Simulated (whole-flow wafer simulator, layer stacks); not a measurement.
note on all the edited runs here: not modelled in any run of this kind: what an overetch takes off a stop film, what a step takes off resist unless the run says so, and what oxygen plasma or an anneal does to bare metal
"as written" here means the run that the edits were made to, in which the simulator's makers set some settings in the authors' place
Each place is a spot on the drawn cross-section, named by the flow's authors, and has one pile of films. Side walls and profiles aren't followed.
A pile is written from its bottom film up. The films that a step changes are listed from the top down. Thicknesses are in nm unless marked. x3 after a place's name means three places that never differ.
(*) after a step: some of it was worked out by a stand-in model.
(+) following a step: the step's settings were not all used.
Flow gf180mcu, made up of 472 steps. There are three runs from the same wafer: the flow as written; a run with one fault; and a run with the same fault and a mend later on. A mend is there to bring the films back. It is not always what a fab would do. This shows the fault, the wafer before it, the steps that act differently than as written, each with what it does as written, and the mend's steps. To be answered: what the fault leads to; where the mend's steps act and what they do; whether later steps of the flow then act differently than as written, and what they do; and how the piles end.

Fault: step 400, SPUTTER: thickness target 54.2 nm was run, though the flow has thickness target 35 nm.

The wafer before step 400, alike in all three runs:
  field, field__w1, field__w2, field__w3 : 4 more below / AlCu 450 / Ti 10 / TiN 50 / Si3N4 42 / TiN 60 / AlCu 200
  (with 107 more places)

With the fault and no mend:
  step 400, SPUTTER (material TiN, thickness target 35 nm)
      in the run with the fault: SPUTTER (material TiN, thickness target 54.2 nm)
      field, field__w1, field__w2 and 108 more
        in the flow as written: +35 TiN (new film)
        in the run with the fault: +54.2 TiN (new film)
  Steps further on in the flow that do not act as written (not shown: 6 more steps that differ only slightly, by at most 2% or 0.5 nm, whichever is larger):
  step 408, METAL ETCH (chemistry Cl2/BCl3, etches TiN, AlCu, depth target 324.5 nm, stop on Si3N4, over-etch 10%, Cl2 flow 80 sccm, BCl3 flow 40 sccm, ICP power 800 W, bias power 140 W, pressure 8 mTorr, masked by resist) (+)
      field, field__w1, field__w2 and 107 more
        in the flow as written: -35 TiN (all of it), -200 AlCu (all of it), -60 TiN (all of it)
        in the run with the fault: -54.2 TiN (all of it), -200 AlCu (all of it), -60 TiN (all of it)
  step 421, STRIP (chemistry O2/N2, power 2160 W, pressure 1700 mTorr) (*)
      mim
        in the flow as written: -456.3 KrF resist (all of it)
        in the run with the fault: -442 KrF resist (all of it)
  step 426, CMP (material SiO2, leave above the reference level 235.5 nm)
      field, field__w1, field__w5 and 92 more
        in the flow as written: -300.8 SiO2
        in the run with the fault: -281.6 SiO2
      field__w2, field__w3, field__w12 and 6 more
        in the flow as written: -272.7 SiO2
        in the run with the fault: -253.5 SiO2
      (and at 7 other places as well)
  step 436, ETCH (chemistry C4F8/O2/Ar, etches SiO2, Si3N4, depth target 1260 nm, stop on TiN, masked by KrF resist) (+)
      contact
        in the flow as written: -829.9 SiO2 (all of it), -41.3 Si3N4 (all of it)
        in the run with the fault: -849.1 SiO2 (all of it), -41.3 Si3N4 (all of it)
  The piles end different from the flow's at field__w8, contact, m1, m1__w1, mim, m1_nw by more than 2% or 0.5 nm, whichever is larger.
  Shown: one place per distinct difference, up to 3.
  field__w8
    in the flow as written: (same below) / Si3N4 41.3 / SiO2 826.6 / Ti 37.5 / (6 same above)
    in the run with the fault: (same below) / Si3N4 41.3 / SiO2 845.8 / Ti 37.5 / (6 same above)
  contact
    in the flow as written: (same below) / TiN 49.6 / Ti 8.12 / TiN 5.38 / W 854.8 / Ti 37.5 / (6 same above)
    in the run with the fault: (same below) / TiN 49.6 / Ti 8.03 / TiN 5.32 / W 874.1 / Ti 37.5 / (6 same above)
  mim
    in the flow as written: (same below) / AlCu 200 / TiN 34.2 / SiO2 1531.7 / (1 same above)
    in the run with the fault: (same below) / AlCu 200 / TiN 53.4 / SiO2 1531.7 / (1 same above)

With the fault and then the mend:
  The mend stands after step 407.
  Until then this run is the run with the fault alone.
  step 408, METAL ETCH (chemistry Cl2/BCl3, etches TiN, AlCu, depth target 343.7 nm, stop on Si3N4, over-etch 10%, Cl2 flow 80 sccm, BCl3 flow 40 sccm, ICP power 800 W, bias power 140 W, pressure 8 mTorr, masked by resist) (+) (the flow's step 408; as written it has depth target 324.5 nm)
      field, field__w1, field__w2 and 107 more
        -54.2 TiN (all of it), -200 AlCu (all of it), -60 TiN (all of it)
      mim
        -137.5 resist
  Steps further on in the flow that do not act as written (not shown: 7 more steps that differ only slightly, by at most 2% or 0.5 nm, whichever is larger):
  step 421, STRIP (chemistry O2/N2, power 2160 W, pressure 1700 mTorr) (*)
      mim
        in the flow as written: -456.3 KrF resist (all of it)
        in the run with the mend: -442 KrF resist (all of it)
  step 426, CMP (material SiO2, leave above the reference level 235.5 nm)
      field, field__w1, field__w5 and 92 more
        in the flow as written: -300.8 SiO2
        in the run with the mend: -281.6 SiO2
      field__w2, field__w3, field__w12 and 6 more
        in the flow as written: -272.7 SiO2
        in the run with the mend: -253.5 SiO2
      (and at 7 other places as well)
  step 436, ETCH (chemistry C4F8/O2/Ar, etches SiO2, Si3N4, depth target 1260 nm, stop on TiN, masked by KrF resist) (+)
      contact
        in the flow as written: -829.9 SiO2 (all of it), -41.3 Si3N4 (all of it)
        in the run with the mend: -849.1 SiO2 (all of it), -41.3 Si3N4 (all of it)
  The piles end different from the flow's at field__w8, contact, m1, m1__w1, mim, m1_nw by more than 2% or 0.5 nm, whichever is larger.
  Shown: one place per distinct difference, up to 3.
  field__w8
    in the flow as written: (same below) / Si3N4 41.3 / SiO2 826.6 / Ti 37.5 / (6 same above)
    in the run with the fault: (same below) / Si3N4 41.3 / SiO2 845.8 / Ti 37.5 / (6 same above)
    in the run with the mend: (same below) / Si3N4 41.3 / SiO2 845.8 / Ti 37.5 / (6 same above)
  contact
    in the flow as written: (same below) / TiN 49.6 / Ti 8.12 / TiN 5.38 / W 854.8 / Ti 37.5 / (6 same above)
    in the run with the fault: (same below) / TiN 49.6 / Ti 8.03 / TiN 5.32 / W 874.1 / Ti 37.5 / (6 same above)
    in the run with the mend: (same below) / TiN 49.6 / Ti 8.03 / TiN 5.32 / W 874.1 / Ti 37.5 / (6 same above)
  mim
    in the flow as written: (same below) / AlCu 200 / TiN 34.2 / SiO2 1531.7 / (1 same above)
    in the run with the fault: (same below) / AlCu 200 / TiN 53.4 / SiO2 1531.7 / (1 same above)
    in the run with the mend: (same below) / AlCu 200 / TiN 53.4 / SiO2 1531.7 / (1 same above)
